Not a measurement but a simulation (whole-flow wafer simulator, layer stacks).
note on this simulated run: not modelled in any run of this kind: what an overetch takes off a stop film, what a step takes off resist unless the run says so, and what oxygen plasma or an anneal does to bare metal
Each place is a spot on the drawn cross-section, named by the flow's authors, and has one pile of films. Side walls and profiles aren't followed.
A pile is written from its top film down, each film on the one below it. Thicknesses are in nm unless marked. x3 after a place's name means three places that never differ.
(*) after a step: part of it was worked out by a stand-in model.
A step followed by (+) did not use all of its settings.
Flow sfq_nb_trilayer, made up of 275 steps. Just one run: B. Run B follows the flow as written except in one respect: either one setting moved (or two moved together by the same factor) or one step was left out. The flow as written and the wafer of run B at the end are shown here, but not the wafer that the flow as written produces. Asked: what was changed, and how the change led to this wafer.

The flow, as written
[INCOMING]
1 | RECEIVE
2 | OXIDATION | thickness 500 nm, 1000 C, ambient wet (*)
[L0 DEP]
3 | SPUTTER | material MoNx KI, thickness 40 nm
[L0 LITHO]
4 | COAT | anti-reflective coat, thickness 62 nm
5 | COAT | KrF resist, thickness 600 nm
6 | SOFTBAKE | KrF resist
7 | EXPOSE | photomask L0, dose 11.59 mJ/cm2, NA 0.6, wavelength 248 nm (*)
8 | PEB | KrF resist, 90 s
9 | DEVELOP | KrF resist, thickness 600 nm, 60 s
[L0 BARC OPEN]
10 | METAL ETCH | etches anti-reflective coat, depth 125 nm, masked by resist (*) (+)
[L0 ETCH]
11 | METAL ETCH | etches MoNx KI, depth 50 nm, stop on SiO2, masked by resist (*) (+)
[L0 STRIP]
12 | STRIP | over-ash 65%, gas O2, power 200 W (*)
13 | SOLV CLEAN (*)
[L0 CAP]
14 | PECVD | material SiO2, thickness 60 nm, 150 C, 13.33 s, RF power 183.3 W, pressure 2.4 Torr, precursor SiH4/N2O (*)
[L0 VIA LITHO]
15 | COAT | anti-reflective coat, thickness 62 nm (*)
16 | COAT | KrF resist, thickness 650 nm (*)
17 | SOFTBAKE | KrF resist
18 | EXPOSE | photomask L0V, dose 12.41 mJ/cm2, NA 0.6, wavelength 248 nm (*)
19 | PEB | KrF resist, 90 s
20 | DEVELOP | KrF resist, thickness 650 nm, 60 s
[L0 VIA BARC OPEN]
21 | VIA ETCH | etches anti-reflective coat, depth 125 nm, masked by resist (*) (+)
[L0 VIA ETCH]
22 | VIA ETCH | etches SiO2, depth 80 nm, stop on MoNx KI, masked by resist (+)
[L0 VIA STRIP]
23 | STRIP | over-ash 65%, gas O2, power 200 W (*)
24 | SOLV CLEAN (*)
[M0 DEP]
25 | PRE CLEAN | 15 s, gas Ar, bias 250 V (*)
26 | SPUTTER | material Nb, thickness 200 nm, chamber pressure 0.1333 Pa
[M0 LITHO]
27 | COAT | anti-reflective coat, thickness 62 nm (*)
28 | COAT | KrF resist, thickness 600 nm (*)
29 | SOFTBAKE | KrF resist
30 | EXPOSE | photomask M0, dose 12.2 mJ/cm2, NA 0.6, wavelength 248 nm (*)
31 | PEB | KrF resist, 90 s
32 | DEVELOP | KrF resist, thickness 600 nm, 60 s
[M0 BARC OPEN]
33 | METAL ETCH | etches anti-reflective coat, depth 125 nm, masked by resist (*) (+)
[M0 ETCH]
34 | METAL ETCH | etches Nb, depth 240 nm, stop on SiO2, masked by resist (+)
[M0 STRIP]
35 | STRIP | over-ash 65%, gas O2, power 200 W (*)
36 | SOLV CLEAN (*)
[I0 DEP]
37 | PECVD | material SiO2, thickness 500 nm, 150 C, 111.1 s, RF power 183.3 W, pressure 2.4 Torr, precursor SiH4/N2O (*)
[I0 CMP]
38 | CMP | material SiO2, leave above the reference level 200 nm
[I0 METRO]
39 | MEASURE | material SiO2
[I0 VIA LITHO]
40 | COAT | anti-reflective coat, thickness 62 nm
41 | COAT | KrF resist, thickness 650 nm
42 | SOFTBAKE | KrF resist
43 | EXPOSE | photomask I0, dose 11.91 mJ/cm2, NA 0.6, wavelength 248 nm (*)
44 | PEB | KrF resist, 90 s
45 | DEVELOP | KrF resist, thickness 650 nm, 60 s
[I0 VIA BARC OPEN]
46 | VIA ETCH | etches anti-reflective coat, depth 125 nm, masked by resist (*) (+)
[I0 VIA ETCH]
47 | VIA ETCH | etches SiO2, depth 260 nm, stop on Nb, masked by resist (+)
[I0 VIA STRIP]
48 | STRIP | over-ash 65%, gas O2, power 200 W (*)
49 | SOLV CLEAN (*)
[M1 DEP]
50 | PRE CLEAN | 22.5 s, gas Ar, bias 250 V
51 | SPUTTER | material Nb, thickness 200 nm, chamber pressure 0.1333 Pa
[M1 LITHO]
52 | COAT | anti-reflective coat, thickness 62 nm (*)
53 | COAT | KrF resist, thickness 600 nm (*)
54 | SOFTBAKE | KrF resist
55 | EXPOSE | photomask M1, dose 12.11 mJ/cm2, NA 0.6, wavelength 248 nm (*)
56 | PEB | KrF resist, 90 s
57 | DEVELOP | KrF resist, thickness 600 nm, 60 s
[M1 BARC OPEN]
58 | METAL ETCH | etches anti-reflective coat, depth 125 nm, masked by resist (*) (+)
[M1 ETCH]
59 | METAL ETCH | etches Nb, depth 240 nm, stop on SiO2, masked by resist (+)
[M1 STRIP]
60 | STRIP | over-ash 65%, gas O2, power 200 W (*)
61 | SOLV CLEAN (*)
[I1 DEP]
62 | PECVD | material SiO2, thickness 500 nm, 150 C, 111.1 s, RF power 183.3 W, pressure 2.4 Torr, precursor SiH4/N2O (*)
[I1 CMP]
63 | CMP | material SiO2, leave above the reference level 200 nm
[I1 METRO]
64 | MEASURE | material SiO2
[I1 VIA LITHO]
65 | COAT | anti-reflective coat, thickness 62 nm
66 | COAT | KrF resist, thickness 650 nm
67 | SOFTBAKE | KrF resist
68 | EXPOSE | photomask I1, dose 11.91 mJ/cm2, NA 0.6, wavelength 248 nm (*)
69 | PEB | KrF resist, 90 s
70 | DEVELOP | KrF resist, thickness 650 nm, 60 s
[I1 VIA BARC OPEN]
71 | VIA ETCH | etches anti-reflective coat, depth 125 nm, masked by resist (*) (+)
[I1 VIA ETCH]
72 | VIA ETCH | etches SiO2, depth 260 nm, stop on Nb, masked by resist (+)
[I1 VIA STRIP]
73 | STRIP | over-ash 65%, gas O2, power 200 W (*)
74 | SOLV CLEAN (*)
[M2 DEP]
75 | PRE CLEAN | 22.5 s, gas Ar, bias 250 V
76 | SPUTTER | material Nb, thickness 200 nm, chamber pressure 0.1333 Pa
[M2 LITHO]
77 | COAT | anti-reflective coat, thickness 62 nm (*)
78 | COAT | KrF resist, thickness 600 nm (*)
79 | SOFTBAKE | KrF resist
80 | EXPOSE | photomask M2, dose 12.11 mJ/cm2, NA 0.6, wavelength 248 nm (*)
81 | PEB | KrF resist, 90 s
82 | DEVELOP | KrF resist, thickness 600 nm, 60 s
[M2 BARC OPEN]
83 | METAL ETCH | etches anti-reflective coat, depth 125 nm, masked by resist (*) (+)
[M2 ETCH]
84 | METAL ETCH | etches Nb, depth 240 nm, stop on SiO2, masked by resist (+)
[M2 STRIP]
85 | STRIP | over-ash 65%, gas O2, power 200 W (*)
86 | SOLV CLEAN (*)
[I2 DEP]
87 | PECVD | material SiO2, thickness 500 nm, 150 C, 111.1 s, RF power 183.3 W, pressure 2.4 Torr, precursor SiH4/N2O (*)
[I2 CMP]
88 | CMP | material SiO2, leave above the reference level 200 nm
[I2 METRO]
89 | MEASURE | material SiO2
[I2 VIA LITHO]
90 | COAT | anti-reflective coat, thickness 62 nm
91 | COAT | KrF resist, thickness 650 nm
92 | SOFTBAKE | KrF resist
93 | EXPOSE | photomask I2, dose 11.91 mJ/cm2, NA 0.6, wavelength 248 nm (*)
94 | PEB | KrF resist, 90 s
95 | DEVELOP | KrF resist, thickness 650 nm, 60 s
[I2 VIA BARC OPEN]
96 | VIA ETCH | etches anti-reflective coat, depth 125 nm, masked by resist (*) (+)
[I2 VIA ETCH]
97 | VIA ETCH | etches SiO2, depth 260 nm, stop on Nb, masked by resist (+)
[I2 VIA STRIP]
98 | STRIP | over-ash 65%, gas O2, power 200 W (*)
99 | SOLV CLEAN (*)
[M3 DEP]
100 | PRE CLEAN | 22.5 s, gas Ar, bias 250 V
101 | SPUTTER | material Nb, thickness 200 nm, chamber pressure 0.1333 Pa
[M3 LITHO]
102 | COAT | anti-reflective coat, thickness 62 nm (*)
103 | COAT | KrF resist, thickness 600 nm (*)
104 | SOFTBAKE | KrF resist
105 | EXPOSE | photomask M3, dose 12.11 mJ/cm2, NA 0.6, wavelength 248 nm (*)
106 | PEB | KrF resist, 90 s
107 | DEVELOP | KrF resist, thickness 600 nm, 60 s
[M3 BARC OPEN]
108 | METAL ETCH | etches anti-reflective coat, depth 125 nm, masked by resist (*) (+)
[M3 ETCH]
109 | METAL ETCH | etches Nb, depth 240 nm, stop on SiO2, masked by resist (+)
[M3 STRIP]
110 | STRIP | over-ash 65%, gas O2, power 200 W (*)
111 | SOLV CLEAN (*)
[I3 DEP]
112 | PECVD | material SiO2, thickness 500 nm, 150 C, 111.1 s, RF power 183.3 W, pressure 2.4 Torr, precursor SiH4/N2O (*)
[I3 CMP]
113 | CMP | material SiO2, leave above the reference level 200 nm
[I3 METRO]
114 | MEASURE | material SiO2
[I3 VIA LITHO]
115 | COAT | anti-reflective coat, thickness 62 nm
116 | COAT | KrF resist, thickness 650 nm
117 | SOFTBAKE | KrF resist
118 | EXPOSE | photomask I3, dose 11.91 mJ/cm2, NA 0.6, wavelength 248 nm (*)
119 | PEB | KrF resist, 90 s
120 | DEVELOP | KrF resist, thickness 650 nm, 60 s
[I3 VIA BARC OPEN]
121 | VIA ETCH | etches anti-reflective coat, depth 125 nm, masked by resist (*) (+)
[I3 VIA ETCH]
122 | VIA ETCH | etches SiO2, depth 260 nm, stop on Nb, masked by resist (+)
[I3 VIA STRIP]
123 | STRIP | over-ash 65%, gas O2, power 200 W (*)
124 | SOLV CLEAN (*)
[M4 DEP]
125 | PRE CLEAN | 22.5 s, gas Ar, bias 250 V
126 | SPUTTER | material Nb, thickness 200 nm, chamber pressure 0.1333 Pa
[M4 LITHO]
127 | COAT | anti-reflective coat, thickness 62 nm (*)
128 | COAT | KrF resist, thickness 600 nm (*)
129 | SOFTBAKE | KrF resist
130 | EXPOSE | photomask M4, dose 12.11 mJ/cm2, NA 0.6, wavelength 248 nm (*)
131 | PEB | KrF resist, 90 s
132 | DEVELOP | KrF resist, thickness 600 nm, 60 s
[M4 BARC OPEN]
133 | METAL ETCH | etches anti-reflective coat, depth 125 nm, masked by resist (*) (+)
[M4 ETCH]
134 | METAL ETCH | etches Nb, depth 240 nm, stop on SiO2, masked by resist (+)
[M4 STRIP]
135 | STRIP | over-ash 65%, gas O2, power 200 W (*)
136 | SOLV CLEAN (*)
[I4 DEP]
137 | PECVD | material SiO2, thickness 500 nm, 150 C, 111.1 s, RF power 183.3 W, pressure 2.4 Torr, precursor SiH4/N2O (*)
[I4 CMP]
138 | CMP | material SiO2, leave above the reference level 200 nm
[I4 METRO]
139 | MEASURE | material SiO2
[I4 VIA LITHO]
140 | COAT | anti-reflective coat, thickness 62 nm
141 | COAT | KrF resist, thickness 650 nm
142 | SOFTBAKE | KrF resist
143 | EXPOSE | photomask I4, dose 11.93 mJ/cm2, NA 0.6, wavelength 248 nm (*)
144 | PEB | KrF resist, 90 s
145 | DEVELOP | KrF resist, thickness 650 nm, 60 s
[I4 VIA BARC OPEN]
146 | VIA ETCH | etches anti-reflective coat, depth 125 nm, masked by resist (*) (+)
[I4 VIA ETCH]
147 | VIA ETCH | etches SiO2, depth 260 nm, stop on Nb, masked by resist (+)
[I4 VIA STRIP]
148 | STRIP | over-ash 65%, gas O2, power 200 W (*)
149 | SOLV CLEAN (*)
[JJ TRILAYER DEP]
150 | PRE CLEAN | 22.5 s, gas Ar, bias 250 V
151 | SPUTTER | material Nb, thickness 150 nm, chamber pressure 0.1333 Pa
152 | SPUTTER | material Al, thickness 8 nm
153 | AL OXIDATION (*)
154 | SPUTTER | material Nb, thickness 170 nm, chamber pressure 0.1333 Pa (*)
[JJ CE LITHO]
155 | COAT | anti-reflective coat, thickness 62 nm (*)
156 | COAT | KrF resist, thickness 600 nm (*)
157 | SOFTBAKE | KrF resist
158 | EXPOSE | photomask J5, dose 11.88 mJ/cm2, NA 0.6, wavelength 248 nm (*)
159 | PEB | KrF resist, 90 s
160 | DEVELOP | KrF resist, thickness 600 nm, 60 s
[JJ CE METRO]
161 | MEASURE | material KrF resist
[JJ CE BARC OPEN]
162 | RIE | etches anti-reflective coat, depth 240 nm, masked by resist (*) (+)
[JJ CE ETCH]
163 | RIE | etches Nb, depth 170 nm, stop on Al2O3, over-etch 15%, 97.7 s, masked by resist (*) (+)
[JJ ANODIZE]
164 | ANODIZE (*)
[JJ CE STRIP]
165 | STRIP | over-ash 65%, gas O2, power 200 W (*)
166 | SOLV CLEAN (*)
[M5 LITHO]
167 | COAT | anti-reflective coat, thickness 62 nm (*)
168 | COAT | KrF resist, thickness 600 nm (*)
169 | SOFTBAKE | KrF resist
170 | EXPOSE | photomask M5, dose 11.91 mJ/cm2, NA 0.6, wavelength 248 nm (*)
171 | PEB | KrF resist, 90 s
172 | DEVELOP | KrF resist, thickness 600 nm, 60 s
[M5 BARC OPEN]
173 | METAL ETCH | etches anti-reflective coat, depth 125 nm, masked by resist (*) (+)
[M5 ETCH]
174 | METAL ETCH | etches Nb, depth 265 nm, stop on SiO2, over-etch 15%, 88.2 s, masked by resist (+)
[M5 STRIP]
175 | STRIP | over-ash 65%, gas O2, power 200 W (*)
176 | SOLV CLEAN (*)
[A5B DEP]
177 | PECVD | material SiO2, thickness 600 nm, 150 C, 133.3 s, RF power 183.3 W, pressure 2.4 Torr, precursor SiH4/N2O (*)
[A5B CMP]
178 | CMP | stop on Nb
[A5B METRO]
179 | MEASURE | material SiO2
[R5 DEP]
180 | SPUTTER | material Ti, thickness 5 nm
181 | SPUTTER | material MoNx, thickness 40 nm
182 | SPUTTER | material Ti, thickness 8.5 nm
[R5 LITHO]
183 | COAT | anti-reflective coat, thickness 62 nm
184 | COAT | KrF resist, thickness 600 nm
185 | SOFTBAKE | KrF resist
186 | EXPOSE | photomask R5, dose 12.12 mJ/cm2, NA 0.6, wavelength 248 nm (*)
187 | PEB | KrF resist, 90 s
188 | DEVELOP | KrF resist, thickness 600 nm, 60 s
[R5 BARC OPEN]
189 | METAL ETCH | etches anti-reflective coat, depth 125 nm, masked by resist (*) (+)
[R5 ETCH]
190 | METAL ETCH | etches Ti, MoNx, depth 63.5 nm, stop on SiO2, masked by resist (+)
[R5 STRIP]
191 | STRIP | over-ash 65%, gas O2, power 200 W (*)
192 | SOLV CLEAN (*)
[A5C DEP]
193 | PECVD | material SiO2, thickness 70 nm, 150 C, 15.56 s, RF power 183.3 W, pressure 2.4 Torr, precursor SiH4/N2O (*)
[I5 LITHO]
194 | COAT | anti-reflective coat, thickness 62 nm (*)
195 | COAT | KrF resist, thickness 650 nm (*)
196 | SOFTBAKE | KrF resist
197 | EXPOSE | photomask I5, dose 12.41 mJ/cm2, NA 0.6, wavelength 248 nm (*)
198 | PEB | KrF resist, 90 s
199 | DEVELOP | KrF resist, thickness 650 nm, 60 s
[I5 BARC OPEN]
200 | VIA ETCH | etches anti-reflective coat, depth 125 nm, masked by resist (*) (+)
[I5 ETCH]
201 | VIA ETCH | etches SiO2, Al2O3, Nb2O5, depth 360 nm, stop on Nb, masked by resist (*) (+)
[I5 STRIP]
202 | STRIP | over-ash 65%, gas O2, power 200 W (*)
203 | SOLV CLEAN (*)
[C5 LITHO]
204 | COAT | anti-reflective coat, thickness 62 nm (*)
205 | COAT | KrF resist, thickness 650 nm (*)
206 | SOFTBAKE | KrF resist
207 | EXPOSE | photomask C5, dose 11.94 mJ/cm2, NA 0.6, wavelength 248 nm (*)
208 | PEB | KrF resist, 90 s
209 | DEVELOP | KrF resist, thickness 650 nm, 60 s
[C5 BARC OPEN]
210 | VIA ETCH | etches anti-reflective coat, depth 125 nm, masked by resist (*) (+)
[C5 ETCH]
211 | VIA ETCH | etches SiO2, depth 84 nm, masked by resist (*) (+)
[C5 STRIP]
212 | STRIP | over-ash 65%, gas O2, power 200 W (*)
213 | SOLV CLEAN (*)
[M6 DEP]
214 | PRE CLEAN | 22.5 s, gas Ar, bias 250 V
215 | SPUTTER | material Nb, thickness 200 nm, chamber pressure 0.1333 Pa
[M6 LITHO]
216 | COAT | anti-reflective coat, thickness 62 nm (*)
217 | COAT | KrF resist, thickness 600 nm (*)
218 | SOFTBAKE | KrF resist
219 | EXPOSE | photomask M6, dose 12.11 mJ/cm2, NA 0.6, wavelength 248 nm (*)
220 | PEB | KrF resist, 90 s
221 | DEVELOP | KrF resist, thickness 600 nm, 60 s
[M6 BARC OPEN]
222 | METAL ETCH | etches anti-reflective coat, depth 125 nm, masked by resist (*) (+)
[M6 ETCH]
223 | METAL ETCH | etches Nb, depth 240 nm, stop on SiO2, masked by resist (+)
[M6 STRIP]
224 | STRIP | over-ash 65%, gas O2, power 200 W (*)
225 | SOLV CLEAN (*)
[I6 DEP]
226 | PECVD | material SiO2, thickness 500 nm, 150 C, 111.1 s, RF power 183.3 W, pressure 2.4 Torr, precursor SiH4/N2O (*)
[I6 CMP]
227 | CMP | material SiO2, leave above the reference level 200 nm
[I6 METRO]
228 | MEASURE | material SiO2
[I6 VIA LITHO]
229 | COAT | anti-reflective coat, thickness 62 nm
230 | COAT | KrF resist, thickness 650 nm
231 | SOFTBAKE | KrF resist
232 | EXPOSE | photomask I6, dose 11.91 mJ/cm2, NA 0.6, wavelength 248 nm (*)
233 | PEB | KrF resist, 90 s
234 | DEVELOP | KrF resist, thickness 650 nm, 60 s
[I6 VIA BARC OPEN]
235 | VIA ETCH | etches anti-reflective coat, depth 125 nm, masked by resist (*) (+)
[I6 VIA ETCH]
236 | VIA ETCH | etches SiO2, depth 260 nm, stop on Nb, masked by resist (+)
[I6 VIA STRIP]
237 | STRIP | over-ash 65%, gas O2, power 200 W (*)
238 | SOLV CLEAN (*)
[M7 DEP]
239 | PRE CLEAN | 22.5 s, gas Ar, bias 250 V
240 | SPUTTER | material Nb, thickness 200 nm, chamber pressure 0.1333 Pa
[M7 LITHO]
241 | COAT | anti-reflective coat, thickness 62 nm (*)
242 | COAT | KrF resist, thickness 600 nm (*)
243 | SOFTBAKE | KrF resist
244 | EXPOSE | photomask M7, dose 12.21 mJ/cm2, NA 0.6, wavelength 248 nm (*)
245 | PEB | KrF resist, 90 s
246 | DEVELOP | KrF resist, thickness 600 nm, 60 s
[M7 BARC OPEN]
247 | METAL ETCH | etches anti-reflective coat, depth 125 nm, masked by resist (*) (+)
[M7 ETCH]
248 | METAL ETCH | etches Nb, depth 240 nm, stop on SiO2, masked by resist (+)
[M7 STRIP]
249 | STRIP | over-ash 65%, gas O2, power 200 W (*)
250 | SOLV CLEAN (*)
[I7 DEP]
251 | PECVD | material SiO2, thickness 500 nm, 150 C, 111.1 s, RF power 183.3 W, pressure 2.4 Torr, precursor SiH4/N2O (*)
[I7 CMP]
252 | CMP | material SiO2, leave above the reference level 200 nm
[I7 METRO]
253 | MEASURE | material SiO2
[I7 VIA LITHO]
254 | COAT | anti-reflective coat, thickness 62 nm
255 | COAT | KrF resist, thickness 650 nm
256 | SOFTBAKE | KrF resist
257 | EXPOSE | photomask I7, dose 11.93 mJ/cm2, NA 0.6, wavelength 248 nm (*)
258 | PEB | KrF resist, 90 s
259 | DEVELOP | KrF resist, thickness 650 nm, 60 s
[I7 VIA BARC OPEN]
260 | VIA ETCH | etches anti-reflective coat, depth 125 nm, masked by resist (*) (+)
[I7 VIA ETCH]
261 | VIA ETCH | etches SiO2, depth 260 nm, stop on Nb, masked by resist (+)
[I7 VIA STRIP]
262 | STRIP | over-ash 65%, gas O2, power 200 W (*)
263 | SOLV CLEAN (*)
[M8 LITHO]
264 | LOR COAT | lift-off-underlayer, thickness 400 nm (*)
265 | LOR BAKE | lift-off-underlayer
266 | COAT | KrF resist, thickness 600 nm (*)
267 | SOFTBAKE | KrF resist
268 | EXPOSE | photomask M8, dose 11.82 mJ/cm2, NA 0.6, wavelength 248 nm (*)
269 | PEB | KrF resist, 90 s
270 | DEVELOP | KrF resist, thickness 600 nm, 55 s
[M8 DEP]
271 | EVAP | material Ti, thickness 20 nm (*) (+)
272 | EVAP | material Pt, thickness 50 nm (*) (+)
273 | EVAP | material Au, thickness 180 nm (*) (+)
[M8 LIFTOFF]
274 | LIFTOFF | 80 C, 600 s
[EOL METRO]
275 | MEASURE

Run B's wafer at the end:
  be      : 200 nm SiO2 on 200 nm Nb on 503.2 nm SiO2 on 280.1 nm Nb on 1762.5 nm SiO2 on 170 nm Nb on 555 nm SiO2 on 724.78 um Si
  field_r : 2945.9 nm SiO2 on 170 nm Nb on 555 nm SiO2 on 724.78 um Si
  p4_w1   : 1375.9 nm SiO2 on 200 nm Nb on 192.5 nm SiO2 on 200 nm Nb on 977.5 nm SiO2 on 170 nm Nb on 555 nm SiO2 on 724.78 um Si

The reason: step 26, SPUTTER: thickness 170 nm was run, though the flow has thickness 200 nm.
The wafer itself shows it: be has Nb 170, and step 26 as written asks for 200 nm.

The path from the change to this, step by step:
  26 | SPUTTER | material Nb, thickness 200 nm, chamber pressure 0.1333 Pa
      field_l, v_sur, via_wl and 102 more: +170 Nb (new film) (in the flow as written it would be: +200 Nb (new film))
      l0v: +165.7 Nb (new film) (in the flow as written it would be: +195.7 Nb (new film))
  34 | METAL ETCH | etches Nb, depth 240 nm, stop on SiO2, masked by resist (+)
      moat, m0r_space_l, m0r_space_r: -170 Nb (all of it) (in the flow as written it would be: -200 Nb (all of it))
  37 | PECVD | material SiO2, thickness 500 nm, 150 C, 111.1 s, RF power 183.3 W, pressure 2.4 Torr, precursor SiH4/N2O (*)
      moat, m0r_space_l, m0r_space_r: +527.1 SiO2 (in the flow as written it would be: +557.1 SiO2)
